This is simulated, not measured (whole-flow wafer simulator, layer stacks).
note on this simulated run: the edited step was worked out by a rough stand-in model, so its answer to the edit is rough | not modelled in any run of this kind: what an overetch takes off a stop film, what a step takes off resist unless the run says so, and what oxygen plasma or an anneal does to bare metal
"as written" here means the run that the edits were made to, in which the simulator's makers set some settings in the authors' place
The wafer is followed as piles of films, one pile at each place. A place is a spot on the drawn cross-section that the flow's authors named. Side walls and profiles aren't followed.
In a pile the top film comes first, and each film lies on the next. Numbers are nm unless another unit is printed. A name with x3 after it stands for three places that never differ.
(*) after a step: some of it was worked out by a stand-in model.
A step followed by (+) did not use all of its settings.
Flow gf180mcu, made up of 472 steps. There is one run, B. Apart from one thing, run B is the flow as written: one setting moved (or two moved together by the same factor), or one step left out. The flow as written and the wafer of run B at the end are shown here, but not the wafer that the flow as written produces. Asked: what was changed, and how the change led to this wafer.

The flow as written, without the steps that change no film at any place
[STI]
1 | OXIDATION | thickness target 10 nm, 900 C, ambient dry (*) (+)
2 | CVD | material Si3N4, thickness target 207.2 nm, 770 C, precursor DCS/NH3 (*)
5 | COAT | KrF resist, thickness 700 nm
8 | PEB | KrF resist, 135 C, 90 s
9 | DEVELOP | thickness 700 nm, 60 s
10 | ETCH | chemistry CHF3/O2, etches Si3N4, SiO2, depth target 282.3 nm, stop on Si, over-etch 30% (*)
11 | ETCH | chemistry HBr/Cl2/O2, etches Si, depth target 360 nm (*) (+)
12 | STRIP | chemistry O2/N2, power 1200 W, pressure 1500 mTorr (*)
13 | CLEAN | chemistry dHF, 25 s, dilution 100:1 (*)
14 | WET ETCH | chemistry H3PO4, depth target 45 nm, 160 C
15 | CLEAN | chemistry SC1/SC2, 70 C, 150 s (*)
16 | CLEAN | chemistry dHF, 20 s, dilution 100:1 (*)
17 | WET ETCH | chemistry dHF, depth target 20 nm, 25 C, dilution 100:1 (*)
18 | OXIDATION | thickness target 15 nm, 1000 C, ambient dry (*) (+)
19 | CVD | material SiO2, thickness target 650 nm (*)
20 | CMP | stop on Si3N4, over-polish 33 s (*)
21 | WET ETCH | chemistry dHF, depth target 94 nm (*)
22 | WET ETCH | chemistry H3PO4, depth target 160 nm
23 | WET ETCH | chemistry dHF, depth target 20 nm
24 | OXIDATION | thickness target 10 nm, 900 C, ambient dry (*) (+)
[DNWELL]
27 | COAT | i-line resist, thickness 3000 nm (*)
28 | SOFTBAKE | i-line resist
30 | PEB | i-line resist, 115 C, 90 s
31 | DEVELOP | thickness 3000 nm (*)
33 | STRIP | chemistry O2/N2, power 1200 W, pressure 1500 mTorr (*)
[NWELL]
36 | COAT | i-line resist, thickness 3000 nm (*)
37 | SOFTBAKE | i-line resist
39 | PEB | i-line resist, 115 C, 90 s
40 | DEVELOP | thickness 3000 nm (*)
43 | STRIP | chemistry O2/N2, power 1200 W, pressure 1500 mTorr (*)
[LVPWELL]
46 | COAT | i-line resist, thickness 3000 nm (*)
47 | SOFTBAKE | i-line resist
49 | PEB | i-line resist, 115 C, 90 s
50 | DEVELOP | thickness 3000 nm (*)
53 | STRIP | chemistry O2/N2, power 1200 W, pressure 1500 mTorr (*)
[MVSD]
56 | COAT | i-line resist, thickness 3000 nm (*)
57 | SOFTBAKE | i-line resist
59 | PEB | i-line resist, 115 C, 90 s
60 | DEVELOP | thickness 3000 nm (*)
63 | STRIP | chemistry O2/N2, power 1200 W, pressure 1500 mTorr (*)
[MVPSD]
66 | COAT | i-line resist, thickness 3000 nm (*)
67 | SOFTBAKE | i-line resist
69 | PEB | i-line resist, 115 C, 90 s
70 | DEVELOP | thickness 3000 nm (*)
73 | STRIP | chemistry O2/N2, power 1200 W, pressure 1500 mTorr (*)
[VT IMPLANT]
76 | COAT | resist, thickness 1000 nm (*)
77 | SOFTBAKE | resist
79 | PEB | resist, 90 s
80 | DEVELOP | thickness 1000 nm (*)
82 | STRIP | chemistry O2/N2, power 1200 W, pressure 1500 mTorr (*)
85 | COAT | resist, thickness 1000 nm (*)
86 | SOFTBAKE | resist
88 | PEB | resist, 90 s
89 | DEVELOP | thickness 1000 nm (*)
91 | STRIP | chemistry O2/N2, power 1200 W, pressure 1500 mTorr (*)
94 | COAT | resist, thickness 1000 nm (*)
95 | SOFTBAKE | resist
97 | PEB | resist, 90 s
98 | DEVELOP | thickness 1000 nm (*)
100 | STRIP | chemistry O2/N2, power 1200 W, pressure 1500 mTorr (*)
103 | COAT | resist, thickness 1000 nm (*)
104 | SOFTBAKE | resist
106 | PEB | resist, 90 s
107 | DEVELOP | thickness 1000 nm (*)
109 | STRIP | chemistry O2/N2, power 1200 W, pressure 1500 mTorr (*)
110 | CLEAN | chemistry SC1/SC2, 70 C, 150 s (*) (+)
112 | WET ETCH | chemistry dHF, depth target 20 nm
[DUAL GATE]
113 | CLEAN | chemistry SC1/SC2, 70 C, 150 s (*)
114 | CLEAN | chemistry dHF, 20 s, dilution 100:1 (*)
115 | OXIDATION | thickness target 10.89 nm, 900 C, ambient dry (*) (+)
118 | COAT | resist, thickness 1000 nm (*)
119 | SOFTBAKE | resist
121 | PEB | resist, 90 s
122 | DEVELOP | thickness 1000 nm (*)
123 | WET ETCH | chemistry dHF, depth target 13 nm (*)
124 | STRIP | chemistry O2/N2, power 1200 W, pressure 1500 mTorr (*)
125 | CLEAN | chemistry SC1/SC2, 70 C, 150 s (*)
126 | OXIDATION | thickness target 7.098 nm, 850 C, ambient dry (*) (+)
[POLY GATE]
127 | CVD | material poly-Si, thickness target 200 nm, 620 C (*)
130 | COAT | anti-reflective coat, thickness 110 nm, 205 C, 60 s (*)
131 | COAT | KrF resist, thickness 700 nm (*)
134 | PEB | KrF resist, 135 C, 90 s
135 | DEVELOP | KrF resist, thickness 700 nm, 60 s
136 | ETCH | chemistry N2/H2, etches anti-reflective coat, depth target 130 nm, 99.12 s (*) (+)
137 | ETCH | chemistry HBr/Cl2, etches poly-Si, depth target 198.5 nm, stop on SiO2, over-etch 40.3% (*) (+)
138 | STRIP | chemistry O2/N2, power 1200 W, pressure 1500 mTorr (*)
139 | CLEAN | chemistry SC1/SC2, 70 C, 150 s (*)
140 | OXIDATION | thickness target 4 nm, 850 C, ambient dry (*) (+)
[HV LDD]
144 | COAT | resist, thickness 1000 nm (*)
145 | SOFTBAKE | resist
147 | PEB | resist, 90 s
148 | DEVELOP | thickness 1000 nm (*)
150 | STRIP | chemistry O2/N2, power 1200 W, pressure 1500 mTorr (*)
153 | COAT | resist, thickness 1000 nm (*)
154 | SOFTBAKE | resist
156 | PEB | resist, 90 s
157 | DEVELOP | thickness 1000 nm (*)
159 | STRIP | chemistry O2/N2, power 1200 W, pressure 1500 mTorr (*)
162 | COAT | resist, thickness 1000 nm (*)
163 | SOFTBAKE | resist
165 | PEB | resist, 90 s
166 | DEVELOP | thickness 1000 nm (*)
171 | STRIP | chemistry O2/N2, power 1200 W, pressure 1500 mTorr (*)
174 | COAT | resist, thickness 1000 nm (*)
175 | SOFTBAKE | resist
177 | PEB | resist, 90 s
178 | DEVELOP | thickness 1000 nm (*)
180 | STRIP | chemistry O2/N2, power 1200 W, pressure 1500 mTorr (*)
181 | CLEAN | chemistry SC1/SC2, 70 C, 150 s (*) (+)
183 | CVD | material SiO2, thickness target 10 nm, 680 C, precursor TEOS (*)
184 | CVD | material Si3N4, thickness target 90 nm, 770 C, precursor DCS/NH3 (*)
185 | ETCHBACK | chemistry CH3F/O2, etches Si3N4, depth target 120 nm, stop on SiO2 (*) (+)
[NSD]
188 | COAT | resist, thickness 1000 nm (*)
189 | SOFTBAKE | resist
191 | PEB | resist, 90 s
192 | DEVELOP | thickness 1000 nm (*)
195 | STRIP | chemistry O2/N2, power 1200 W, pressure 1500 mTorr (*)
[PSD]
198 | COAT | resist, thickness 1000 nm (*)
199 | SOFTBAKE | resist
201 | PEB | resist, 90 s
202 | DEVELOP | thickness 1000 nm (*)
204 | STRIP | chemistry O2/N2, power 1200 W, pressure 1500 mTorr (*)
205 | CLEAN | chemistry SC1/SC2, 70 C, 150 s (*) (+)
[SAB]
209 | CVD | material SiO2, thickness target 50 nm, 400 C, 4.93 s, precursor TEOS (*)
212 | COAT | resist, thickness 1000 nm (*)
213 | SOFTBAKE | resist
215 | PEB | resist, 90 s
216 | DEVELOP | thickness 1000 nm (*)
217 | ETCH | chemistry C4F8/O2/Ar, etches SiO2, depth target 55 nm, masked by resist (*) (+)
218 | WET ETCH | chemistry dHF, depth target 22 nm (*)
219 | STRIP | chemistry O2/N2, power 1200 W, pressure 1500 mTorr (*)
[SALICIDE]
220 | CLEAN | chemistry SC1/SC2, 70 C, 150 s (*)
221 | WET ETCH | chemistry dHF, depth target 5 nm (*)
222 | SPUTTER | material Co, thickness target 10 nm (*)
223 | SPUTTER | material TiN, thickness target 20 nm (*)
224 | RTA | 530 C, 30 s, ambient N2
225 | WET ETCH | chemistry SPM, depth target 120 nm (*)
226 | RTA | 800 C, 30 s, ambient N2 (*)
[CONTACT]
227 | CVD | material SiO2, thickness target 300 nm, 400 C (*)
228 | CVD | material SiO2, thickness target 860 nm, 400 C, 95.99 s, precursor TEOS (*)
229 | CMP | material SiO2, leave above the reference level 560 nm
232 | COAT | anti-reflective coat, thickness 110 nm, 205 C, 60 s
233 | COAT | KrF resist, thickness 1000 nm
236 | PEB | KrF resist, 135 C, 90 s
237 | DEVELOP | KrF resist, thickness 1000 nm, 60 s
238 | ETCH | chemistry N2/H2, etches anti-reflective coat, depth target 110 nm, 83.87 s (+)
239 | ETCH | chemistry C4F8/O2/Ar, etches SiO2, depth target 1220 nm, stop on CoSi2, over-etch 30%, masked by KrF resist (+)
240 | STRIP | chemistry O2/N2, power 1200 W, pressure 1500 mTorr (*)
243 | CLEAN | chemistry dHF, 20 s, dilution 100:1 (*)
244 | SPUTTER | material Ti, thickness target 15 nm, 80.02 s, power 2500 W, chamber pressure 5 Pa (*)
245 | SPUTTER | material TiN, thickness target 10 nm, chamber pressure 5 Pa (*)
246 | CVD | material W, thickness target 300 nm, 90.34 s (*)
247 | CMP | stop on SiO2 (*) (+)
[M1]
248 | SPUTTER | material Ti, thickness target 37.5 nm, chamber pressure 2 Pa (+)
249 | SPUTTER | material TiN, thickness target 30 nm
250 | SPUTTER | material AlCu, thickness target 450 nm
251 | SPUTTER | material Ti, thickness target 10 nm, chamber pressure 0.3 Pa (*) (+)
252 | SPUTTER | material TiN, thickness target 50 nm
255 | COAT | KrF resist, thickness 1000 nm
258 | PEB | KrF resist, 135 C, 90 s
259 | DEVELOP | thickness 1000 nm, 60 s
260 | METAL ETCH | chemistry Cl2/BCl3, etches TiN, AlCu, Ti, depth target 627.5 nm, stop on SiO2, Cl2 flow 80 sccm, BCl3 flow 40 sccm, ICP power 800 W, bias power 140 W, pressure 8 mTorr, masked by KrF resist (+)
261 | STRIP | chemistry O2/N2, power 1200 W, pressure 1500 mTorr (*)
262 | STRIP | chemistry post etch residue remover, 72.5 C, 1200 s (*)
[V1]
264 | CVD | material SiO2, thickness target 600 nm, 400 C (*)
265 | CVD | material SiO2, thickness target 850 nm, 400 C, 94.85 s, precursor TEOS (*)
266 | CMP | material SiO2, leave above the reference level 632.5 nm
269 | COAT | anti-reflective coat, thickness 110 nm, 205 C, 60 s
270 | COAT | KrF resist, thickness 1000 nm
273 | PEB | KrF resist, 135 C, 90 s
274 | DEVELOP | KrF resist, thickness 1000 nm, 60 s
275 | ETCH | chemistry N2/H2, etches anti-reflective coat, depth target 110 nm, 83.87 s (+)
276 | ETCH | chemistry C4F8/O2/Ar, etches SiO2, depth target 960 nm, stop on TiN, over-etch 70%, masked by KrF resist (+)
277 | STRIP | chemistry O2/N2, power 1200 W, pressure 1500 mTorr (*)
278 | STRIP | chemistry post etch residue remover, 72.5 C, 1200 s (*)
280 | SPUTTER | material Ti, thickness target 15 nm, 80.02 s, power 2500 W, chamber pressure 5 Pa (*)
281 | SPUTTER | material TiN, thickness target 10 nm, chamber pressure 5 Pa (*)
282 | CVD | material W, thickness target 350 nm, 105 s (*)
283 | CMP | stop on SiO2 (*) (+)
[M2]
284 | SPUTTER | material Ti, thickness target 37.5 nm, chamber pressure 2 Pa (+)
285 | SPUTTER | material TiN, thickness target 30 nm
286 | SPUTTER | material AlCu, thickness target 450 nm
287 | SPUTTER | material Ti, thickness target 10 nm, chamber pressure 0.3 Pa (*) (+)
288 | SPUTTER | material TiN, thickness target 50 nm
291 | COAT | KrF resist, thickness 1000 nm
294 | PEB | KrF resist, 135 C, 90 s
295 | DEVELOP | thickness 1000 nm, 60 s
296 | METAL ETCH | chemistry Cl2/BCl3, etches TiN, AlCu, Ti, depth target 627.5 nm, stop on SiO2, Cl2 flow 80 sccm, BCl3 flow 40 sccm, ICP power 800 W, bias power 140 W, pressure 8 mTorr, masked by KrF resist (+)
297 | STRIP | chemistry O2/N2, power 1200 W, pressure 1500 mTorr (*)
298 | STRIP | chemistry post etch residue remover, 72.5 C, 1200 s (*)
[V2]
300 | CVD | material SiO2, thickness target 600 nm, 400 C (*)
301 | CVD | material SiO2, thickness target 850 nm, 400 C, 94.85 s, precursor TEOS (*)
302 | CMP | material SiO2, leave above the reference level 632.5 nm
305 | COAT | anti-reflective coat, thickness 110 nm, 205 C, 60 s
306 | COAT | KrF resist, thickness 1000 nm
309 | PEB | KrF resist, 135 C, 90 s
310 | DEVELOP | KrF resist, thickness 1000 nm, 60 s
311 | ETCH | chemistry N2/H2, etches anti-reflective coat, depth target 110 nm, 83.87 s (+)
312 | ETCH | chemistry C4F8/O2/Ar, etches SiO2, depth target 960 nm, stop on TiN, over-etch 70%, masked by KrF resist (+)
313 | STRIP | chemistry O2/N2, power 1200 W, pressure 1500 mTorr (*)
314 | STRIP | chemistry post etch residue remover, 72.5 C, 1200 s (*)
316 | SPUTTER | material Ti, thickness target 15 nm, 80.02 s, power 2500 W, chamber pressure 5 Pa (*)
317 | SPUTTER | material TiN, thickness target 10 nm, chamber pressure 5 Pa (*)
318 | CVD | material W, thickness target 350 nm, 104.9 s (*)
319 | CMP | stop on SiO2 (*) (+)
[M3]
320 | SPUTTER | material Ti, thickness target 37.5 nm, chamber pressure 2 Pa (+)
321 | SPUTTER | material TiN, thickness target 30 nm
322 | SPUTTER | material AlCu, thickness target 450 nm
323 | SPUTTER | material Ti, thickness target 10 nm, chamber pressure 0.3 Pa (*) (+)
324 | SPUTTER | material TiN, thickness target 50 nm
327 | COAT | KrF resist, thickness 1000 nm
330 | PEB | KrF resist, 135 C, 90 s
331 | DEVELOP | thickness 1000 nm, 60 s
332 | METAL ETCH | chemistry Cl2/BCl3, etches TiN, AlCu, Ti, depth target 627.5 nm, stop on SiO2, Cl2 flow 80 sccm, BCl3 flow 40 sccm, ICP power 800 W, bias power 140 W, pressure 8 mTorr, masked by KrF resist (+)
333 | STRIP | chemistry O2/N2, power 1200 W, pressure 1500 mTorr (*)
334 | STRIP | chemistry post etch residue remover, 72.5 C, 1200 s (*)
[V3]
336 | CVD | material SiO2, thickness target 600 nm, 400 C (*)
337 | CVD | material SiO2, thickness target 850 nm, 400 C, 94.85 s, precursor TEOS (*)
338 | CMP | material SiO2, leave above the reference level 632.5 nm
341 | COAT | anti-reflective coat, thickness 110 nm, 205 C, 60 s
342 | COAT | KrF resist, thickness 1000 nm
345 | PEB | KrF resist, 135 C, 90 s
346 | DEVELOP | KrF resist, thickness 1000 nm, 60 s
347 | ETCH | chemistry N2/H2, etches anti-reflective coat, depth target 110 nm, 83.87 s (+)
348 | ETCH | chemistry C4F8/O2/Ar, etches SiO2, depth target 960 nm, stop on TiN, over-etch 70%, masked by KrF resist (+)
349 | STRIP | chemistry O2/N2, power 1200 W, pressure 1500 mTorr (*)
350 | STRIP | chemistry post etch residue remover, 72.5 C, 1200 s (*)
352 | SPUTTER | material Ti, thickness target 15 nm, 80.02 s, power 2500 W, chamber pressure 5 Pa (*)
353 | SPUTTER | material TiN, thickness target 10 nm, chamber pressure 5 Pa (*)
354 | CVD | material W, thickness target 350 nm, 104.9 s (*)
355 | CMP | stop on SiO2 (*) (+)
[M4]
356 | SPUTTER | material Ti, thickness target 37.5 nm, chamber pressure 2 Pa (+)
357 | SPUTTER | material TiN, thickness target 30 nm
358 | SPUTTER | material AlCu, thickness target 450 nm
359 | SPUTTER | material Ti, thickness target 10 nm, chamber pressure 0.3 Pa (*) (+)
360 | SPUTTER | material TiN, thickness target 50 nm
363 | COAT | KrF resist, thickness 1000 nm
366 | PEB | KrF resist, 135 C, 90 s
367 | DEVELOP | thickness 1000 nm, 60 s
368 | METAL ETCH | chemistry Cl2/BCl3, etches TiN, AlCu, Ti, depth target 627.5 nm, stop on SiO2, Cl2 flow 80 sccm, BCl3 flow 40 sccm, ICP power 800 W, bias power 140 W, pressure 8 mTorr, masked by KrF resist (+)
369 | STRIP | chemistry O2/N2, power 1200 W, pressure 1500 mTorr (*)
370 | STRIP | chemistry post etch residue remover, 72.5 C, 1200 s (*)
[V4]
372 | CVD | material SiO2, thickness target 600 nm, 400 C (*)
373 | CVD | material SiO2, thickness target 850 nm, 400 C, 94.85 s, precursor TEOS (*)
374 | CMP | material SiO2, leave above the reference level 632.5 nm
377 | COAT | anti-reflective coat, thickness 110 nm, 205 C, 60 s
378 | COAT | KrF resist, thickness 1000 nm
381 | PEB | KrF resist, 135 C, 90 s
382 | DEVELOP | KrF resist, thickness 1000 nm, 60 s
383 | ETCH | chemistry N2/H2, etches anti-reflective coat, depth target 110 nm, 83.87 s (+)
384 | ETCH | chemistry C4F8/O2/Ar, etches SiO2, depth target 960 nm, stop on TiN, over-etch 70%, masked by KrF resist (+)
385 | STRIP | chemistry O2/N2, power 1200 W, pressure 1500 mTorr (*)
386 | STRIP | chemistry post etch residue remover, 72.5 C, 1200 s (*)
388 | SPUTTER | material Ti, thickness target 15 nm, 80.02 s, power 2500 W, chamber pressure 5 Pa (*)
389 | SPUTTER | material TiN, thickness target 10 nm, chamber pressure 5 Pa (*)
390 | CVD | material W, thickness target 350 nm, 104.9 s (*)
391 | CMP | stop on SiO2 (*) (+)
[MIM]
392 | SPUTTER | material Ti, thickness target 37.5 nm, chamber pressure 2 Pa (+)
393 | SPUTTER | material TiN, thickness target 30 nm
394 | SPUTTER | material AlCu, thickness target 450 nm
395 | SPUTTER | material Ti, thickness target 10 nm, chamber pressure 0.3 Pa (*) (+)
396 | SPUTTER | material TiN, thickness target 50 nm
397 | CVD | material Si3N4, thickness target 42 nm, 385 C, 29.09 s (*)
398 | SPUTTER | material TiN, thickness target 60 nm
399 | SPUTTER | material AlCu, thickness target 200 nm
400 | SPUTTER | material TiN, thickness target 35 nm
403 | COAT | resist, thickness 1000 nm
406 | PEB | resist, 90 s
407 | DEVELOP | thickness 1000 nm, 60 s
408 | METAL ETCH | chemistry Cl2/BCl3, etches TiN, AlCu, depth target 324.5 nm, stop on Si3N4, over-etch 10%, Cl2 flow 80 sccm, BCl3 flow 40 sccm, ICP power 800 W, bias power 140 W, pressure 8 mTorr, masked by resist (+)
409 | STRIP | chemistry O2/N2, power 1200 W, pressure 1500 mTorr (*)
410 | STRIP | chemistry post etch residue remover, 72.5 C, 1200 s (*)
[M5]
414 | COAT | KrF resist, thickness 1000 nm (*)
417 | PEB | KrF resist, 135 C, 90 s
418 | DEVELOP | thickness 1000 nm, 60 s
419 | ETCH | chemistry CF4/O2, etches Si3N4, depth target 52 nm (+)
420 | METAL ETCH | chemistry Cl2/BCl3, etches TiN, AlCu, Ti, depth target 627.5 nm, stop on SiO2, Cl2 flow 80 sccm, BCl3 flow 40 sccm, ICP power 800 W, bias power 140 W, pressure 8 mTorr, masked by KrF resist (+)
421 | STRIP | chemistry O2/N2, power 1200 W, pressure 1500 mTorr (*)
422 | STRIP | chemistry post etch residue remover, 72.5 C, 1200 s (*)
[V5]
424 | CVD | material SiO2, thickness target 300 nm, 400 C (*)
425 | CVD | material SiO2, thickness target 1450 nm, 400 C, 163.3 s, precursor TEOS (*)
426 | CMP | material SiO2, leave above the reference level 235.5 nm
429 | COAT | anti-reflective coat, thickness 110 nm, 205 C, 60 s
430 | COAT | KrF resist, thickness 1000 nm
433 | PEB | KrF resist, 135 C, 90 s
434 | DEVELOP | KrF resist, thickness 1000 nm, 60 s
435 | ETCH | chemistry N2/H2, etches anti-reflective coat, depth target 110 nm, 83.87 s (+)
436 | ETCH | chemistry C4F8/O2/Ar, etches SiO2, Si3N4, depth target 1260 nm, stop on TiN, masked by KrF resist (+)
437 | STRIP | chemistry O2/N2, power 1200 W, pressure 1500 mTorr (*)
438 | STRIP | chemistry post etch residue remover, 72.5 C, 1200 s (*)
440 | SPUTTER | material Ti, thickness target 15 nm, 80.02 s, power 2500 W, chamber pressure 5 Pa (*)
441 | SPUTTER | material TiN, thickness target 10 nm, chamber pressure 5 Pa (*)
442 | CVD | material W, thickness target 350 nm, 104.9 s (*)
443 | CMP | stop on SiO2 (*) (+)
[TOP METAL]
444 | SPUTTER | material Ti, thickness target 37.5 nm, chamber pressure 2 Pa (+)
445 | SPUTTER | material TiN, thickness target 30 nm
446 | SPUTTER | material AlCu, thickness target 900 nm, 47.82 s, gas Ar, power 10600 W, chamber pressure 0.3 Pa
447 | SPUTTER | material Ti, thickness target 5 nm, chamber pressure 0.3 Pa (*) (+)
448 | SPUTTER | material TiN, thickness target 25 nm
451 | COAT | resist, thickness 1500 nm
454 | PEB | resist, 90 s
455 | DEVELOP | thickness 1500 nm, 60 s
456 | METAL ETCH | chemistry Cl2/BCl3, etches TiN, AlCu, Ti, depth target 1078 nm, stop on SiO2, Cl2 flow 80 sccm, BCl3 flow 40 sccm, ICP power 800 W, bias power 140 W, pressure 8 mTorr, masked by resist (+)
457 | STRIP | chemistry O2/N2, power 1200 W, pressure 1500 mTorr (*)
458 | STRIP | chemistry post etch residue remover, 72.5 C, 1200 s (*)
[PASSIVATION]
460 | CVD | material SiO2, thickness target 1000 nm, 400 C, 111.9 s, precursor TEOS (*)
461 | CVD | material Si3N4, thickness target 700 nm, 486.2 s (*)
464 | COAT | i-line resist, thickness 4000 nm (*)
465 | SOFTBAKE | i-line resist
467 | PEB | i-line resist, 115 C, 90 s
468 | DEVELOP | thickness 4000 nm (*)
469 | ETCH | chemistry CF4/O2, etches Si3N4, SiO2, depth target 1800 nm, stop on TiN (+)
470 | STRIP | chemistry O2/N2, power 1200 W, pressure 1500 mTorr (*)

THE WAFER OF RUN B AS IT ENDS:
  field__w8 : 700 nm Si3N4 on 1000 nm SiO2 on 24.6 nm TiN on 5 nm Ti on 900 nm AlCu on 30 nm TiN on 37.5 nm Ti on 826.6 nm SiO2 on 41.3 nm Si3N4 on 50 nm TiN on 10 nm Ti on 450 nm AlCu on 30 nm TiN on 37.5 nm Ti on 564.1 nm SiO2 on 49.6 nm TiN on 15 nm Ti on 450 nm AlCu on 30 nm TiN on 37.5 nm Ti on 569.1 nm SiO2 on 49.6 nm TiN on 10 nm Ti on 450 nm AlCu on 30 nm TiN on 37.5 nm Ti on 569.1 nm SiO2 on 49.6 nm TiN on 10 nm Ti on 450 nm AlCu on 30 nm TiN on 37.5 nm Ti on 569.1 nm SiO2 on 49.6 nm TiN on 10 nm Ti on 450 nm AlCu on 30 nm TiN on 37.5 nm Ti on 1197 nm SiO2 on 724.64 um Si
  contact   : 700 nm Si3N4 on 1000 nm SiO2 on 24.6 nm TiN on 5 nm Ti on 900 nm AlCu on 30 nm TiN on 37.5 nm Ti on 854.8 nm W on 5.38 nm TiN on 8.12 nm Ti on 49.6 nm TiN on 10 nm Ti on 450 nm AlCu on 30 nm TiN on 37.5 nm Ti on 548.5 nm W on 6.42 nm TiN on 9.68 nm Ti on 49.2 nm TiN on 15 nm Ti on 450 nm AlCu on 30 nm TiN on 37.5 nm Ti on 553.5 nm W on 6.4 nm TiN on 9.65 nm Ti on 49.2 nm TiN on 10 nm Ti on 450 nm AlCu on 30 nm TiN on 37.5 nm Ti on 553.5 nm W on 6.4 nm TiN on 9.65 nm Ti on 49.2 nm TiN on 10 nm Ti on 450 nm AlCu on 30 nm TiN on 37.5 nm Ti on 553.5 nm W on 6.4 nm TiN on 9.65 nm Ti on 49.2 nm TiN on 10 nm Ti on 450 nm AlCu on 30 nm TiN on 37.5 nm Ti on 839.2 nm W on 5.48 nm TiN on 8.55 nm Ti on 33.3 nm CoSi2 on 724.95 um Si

The reason: step 359, SPUTTER: thickness target 15 nm was run, while the flow as written has thickness target 10 nm.
One can read it off the wafer: field__w8 has Ti 15, and step 359 as written asks for 10 nm.

How this came from the change, step by step:
  359 | SPUTTER | material Ti, thickness target 10 nm, chamber pressure 0.3 Pa (*) (+)
      field, field__w1, field__w2 and 108 more: Ti gains 15 (new film) (as written it would have been: Ti gains 10 (new film))
  368 | METAL ETCH | chemistry Cl2/BCl3, etches TiN, AlCu, Ti, depth target 627.5 nm, stop on SiO2, Cl2 flow 80 sccm, BCl3 flow 40 sccm, ICP power 800 W, bias power 140 W, pressure 8 mTorr, masked by KrF resist (+)
      field, field__w1, field__w2 and 103 more: TiN loses 50 (all of it), Ti loses 15 (all of it), AlCu loses 450 (all of it), TiN loses 30 (all of it), Ti loses 37.5 (all of it) (as written it would have been: TiN loses 50 (all of it), Ti loses 10 (all of it), AlCu loses 450 (all of it), TiN loses 30 (all of it), Ti loses 37.5 (all of it))
